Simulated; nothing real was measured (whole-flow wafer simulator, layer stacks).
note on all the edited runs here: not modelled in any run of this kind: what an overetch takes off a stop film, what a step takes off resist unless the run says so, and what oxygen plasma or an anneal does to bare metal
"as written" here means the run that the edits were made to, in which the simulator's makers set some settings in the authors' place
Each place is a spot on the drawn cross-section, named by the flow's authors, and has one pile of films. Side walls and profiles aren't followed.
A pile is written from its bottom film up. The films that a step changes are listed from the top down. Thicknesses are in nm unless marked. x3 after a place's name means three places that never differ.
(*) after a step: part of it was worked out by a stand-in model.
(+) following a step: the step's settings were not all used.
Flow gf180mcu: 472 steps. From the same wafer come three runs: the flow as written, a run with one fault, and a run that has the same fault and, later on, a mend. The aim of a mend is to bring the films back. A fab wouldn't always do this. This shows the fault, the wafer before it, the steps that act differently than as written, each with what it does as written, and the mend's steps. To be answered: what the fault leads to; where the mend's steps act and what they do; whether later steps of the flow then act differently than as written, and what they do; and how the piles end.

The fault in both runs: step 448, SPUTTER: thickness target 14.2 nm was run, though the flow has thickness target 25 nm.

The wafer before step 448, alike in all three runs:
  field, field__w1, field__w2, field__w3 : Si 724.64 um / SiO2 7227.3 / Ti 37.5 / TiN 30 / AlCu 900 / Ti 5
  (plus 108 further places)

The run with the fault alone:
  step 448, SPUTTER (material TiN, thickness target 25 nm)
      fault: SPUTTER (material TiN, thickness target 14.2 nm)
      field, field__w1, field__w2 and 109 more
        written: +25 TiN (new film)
        fault: +14.2 TiN (new film)
  Steps later in the flow that act otherwise than as written (5 other steps are not shown; they differ only slightly, by no more than 2% or 0.5 nm, whichever is larger):
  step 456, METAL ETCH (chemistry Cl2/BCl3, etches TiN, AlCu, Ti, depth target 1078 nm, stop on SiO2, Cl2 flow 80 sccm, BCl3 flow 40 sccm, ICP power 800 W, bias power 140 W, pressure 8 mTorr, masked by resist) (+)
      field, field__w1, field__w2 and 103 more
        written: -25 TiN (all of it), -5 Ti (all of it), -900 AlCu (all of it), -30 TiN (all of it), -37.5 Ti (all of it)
        fault: -14.2 TiN (all of it), -5 Ti (all of it), -900 AlCu (all of it), -30 TiN (all of it), -37.5 Ti (all of it)
  At field__w8, contact, m1, m1__w1, pad, m1_nw, the piles at the end differ from the flow's by more than 2% or 0.5 nm, whichever is larger.
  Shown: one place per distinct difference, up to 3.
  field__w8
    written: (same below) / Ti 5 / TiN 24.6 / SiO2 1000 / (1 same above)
    fault: (same below) / Ti 5 / TiN 13.8 / SiO2 1000 / (1 same above)
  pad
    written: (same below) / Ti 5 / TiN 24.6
    fault: (same below) / Ti 5 / TiN 13.8

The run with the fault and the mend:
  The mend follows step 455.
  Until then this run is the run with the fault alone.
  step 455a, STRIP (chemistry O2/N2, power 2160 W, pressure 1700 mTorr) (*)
      field__w8, contact, m1, m1__w1, pad, m1_nw
        -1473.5 resist (all of it)
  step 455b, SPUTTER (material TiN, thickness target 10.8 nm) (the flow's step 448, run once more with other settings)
      field, field__w1, field__w2 and 109 more
        +10.8 TiN
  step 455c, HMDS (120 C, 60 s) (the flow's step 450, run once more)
      leaves every film unchanged at each place that is followed
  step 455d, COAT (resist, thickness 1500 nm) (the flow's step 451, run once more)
      field, field__w1, field__w2 and 109 more
        +1500 resist (new film)
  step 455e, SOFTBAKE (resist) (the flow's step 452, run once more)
      leaves every film unchanged at each place that is followed
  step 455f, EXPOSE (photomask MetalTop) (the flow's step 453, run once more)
      leaves every film unchanged at each place that is followed
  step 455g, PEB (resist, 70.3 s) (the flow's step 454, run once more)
      field, field__w1, field__w2 and 109 more
        -26.5 resist
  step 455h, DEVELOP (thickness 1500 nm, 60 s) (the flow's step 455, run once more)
      field, field__w1, field__w2 and 103 more
        -1473.5 resist (all of it)
  None of the later steps of the flow acts differently than as written at any place that is followed.
  By the end, the piles equal the flow's at every place that both follow.
